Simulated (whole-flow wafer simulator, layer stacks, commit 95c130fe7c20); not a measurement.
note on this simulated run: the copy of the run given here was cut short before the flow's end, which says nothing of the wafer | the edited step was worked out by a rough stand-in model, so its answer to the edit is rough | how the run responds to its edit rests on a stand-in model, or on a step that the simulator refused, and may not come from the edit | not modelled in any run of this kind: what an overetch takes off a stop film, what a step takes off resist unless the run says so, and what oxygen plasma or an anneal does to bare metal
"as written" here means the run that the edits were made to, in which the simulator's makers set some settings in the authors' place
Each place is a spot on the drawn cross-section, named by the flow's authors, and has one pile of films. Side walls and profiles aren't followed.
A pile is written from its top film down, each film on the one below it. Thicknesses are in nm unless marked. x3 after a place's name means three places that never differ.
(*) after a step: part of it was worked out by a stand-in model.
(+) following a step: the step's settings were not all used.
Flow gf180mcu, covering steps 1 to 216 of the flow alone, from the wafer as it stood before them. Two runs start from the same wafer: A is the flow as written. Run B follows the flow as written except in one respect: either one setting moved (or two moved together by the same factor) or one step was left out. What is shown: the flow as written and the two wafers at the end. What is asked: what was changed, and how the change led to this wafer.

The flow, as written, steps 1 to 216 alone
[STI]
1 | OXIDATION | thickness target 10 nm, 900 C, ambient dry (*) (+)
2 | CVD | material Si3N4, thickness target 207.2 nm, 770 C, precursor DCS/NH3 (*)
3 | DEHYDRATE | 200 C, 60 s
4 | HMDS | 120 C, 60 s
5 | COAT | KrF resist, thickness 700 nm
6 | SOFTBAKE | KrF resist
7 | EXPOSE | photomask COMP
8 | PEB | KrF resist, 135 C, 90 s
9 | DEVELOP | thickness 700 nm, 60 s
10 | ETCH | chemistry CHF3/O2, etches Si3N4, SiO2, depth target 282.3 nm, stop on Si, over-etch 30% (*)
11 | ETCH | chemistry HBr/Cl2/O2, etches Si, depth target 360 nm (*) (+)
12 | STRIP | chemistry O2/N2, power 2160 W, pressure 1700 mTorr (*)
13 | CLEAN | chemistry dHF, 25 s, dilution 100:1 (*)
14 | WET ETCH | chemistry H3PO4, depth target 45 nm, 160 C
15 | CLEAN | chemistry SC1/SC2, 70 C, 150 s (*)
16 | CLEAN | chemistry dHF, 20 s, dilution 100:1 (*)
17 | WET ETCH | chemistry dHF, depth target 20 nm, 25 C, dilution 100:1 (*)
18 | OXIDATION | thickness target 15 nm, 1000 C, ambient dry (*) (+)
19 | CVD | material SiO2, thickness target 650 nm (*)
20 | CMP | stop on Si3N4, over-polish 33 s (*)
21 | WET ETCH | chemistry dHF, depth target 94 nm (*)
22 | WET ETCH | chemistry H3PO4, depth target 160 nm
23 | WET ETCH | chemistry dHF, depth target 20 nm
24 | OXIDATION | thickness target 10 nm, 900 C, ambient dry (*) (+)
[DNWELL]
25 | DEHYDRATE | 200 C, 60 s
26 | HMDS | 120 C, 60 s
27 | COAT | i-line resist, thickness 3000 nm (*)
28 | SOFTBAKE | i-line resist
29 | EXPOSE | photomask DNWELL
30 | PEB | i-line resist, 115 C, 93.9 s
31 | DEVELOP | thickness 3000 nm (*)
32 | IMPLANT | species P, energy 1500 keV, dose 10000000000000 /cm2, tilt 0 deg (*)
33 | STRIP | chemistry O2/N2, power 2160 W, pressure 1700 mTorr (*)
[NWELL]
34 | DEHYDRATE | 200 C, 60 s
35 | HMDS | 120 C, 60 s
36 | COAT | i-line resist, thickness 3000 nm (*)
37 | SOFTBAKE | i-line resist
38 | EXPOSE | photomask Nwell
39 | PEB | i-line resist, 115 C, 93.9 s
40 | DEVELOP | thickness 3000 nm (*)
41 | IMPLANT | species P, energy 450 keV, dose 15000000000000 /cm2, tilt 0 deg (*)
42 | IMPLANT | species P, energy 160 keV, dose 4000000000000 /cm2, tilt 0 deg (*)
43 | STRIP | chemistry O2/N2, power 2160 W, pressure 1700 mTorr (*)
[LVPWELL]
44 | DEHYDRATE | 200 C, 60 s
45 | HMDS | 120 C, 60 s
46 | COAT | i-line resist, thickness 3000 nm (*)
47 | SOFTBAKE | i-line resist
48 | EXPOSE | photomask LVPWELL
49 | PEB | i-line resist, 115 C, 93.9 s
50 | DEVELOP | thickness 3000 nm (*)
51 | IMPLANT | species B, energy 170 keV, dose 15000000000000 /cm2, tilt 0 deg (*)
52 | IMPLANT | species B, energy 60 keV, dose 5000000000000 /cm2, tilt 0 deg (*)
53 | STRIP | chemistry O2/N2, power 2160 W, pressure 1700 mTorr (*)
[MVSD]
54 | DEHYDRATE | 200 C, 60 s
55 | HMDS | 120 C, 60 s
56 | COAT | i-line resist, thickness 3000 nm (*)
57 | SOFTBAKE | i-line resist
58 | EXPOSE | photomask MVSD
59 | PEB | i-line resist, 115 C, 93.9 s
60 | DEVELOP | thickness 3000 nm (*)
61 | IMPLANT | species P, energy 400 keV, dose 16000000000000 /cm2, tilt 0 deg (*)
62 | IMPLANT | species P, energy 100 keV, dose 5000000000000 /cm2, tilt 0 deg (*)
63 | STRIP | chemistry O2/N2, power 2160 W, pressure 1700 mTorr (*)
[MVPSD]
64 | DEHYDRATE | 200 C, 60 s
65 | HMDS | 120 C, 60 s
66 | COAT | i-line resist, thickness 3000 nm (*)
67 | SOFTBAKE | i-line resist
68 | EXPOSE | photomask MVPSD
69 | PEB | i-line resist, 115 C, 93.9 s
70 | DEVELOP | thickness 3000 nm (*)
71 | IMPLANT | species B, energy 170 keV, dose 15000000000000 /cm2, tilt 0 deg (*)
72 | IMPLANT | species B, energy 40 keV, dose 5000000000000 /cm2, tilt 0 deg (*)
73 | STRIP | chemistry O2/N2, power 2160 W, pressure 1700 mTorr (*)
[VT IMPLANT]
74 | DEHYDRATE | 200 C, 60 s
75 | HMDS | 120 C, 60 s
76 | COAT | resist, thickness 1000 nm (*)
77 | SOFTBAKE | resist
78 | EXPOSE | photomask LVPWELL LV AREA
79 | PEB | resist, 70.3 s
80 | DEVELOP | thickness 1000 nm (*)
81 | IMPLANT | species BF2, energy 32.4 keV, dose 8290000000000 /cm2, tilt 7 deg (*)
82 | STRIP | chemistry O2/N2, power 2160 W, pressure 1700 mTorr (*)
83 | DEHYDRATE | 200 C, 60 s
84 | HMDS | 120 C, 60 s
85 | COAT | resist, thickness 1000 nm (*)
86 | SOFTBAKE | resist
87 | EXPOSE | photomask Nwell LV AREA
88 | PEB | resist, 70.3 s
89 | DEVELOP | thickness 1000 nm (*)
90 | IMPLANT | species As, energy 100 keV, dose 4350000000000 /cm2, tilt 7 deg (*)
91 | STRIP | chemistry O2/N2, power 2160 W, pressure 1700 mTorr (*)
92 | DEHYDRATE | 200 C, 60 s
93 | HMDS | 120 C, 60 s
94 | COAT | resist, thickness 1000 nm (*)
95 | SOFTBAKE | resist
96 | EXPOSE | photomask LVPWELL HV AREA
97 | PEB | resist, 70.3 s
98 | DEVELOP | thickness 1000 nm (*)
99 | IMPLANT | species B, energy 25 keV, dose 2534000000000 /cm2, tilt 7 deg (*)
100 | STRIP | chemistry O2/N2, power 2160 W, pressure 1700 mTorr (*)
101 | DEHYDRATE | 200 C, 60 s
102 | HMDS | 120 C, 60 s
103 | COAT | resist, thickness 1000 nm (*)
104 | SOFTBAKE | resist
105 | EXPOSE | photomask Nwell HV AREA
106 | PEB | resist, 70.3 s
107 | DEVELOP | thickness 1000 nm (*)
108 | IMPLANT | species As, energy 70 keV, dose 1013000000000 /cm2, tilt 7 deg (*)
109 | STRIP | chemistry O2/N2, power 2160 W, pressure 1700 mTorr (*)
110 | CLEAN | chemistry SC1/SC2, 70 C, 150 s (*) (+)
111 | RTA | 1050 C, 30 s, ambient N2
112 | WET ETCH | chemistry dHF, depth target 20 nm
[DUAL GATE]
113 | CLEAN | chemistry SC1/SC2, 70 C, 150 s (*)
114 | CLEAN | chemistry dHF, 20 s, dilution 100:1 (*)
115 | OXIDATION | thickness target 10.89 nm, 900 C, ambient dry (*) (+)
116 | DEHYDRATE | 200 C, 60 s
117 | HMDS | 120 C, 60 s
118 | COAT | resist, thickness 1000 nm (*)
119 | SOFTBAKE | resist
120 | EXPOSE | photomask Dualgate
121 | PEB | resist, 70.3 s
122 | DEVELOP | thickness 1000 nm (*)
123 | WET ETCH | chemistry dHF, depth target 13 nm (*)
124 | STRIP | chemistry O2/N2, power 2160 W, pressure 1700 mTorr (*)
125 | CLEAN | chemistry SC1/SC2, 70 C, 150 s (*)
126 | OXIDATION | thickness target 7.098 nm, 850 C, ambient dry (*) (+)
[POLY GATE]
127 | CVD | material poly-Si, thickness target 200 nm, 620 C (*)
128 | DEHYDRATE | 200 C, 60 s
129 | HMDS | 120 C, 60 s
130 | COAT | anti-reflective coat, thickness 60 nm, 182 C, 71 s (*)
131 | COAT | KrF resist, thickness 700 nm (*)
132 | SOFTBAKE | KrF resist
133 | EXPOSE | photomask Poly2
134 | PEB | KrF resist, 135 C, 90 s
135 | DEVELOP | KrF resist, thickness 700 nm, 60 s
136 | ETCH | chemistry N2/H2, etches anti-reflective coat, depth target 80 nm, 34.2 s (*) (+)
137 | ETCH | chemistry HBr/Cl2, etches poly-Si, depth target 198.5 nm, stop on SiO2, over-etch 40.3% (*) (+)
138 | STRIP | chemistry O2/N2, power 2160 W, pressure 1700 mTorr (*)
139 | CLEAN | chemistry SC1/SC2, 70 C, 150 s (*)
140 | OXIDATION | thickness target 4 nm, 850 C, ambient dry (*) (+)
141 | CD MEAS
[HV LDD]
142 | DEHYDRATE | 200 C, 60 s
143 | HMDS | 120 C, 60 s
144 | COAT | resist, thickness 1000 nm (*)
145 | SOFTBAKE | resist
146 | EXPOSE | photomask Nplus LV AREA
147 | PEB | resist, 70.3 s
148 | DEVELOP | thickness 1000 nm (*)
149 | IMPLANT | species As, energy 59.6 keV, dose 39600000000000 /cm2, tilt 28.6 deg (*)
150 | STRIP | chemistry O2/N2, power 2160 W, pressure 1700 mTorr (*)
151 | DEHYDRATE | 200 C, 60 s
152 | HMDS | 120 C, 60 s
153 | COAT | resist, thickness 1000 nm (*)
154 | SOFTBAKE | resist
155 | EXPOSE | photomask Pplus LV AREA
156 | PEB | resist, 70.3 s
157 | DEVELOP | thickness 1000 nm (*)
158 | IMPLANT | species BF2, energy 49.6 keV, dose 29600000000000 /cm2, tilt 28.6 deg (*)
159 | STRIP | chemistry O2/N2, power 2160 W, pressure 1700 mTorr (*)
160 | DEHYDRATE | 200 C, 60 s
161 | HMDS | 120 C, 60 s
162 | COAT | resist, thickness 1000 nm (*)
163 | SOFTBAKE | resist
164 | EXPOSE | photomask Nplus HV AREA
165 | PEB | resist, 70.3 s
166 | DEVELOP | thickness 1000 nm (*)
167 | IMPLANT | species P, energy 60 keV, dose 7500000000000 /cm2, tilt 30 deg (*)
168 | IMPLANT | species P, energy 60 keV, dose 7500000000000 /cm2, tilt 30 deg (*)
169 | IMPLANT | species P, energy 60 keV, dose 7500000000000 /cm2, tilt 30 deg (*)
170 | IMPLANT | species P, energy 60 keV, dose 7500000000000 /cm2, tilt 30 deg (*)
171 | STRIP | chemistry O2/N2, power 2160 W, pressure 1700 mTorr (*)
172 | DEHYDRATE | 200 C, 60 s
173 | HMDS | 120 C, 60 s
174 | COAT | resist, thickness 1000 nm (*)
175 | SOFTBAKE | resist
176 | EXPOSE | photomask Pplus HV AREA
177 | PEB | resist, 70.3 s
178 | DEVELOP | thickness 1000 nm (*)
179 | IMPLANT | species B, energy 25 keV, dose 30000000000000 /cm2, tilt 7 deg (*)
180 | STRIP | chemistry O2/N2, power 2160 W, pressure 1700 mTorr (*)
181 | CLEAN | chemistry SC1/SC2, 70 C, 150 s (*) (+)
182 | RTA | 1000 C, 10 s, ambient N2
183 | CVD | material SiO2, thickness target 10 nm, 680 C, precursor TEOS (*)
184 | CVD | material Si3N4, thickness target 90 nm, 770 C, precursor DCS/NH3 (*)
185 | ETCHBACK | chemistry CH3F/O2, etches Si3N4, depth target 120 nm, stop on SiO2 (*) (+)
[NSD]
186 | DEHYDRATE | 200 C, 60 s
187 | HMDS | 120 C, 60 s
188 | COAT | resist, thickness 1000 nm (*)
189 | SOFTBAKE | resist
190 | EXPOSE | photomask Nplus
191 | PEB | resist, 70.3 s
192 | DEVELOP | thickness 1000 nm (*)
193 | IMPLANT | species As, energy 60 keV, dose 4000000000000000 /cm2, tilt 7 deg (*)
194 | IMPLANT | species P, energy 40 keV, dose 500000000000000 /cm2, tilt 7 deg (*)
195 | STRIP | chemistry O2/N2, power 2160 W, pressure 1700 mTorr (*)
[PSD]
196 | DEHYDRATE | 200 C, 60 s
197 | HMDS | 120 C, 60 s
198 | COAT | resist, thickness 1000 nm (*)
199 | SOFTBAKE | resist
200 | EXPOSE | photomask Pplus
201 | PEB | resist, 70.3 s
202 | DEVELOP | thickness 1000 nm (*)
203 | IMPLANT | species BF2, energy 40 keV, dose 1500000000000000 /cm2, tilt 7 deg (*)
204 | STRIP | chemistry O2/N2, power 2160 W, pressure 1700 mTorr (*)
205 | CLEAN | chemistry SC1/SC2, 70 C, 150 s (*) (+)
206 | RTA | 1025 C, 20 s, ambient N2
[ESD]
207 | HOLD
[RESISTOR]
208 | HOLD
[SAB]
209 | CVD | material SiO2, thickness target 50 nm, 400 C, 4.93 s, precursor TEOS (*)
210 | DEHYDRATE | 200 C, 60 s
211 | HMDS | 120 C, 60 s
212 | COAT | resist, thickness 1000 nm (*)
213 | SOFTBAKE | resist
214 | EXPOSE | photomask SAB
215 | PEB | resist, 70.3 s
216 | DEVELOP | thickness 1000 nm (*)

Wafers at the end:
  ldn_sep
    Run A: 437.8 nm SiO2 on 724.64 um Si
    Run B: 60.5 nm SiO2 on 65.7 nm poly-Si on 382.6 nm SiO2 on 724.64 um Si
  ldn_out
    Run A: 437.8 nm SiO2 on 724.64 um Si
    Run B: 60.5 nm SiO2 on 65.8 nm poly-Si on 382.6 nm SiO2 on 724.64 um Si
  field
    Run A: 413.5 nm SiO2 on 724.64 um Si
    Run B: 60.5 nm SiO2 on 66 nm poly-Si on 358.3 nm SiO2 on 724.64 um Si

The reason: step 137, ETCH: depth target 93.3 nm was run, whereas the flow has depth target 198.5 nm.

The path from the change to this, step by step:
  137 | ETCH | chemistry HBr/Cl2, etches poly-Si, depth target 198.5 nm, stop on SiO2, over-etch 40.3% (*) (+)
      field__w3, field__w12, field_sub and 14 more: A poly-Si loses 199 (all of it), SiO2 loses 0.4 | B poly-Si loses 130.9
      field__w6, sti, m1 and 11 more: A poly-Si loses 198.8 (all of it), SiO2 loses 0.4 | B poly-Si loses 130.9
      (also at 61 further places)
  138 | STRIP | chemistry O2/N2, power 2160 W, pressure 1700 mTorr (*)
      field, field__w1, field__w2 and 61 more: A nothing | B chemical SiO2 gains 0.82 (new film), poly-Si loses 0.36
      gate: A chemical SiO2 gains 0.68 (new film), KrF resist loses 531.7 (all of it), anti-reflective coat loses 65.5 (all of it), poly-Si loses 0.3 | B chemical SiO2 gains 0.67 (new film), KrF resist loses 580.9 (all of it), anti-reflective coat loses 65.5 (all of it), poly-Si loses 0.3
      (also at 27 further places)
  139 | CLEAN | chemistry SC1/SC2, 70 C, 150 s (*)
      field, field__w1, field__w2 and 34 more: A SiO2 loses 0.68 | B chemical SiO2 loses 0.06, poly-Si loses 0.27
  140 | OXIDATION | thickness target 4 nm, 850 C, ambient dry (*) (+)
      field, field__w1, field__w2 and 21 more: A SiO2 gains 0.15, Si loses 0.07 | B SiO2 gains 4 (new film), chemical SiO2 loses 0.76 (all of it), poly-Si loses 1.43
      active_hv, active_nat, ld_sd_n and 11 more: A SiO2 gains 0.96, Si loses 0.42 | B SiO2 gains 4 (new film), chemical SiO2 loses 0.76 (all of it), poly-Si loses 1.43
      (also at 26 further places)
  144 | COAT | resist, thickness 1000 nm (*)
      polyc_n, polyc_p: A resist gains 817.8 (new film) | B resist gains 877.9 (new film)
      gate: A resist gains 837.3 (new film) | B resist gains 896.7 (new film)
      (also at 27 further places)
  145 | SOFTBAKE | resist
      nw_enc_fld_lv__w3: A resist gains 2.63 | B resist loses 0.25
      field__w1: A resist gains 4.19 | B resist gains 2.47
      (also at 67 further places)
  147 | PEB | resist, 70.3 s
      gate, gate_hv, gate_p_hv, npoly_u: A resist loses 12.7 | B resist loses 13.8
      ld_gate_n, ld_acc_n, ld_gate_p, ld_acc_p: A resist loses 13.2 | B resist loses 14.1
      (also at 23 further places)
  148 | DEVELOP | thickness 1000 nm (*)
      gate: A resist loses 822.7 (all of it) | B resist loses 882 (all of it)
      npoly_u: A resist loses 821.5 (all of it) | B resist loses 878.7 (all of it)
      (also at 3 further places)
  150 | STRIP | chemistry O2/N2, power 2160 W, pressure 1700 mTorr (*)
      gate_hv: A resist loses 824.2 (all of it) | B resist loses 879.9 (all of it)
      gate_p: A resist loses 828.7 (all of it) | B resist loses 885.9 (all of it)
      (also at 23 further places)
  153 | COAT | resist, thickness 1000 nm (*)
      polyc_n, polyc_p: A resist gains 817.8 (new film) | B resist gains 877.9 (new film)
      gate: A resist gains 837.3 (new film) | B resist gains 896.7 (new film)
      (also at 27 further places)
  154 | SOFTBAKE | resist
      nw_enc_fld_lv__w3: A resist gains 2.63 | B resist loses 0.25
      field__w1: A resist gains 4.19 | B resist gains 2.47
      (also at 67 further places)
  156 | PEB | resist, 70.3 s
      gate, gate_hv, gate_p_hv, npoly_u: A resist loses 12.7 | B resist loses 13.8
      ld_gate_n, ld_acc_n, ld_gate_p, ld_acc_p: A resist loses 13.2 | B resist loses 14.1
      (also at 23 further places)
  157 | DEVELOP | thickness 1000 nm (*)
      gate_p: A resist loses 828.7 (all of it) | B resist loses 886 (all of it)
      ppoly_u: A resist loses 827 (all of it) | B resist loses 882.2 (all of it)
      (also at 3 further places)
  159 | STRIP | chemistry O2/N2, power 2160 W, pressure 1700 mTorr (*)
      gate: A resist loses 822.7 (all of it) | B resist loses 882 (all of it)
      gate_hv: A resist loses 824.2 (all of it) | B resist loses 879.9 (all of it)
      (also at 23 further places)
  162 | COAT | resist, thickness 1000 nm (*)
      polyc_n, polyc_p: A resist gains 817.8 (new film) | B resist gains 877.9 (new film)
      gate: A resist gains 837.3 (new film) | B resist gains 896.7 (new film)
      (also at 27 further places)
  163 | SOFTBAKE | resist
      nw_enc_fld_lv__w3: A resist gains 2.63 | B resist loses 0.25
      field__w1: A resist gains 4.19 | B resist gains 2.47
      (also at 67 further places)
  ... another 22 steps ...
  216 | DEVELOP | thickness 1000 nm (*)
      field__w2: A resist loses 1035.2 (all of it) | B resist loses 1013.3 (all of it)
      field__w3: A resist loses 1049.4 (all of it) | B resist loses 1027.6 (all of it)
      (also at 41 further places)
